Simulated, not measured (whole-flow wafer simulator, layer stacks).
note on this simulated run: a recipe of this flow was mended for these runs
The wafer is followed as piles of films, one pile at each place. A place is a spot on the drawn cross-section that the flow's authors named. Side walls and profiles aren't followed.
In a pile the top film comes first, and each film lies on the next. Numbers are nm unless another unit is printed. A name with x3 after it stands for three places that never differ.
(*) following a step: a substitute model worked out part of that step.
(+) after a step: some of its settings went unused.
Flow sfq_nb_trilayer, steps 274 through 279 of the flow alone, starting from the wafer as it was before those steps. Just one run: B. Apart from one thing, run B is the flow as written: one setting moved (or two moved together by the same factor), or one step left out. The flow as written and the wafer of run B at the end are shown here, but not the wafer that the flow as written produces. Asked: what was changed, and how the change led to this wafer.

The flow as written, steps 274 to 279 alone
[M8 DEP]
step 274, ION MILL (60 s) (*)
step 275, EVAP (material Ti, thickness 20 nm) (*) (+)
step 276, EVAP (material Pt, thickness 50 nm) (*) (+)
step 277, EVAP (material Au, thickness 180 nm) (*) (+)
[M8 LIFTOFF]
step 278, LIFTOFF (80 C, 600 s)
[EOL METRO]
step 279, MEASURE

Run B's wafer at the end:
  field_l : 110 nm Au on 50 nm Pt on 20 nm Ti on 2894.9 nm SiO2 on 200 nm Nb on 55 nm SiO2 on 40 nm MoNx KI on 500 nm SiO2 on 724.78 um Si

The reason: step 277, EVAP: thickness 110 nm was run, while the flow as written has thickness 180 nm.
One can read it off the wafer: field_l has Au 110, and step 277 as written asks for 180 nm.

How this came from the change, step by step:
  step 277, EVAP (material Au, thickness 180 nm) (*) (+)
      field_l, v_sur x3, via_wl x2 and 100 more: +110 Au (new film) (in the flow as written it would be: +180 Au (new film))
  step 278, LIFTOFF (80 C, 600 s)
      p4_fl x5, p4_w1 x9, p3_s0 x11 and 49 more: -110 Au (all of it), -50 Pt (all of it), -20 Ti (all of it), -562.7 KrF-resist-other-grade (all of it), -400 lift-off-underlayer (all of it) (in the flow as written it would be: -180 Au (all of it), -50 Pt (all of it), -20 Ti (all of it), -562.7 KrF-resist-other-grade (all of it), -400 lift-off-underlayer (all of it))
      r_sur, res, r_end: -110 Au (all of it), -50 Pt (all of it), -20 Ti (all of it), -559.9 KrF-resist-other-grade (all of it), -399.5 lift-off-underlayer (all of it) (in the flow as written it would be: -180 Au (all of it), -50 Pt (all of it), -20 Ti (all of it), -559.9 KrF-resist-other-grade (all of it), -399.5 lift-off-underlayer (all of it))
      (as well as at 18 more places)
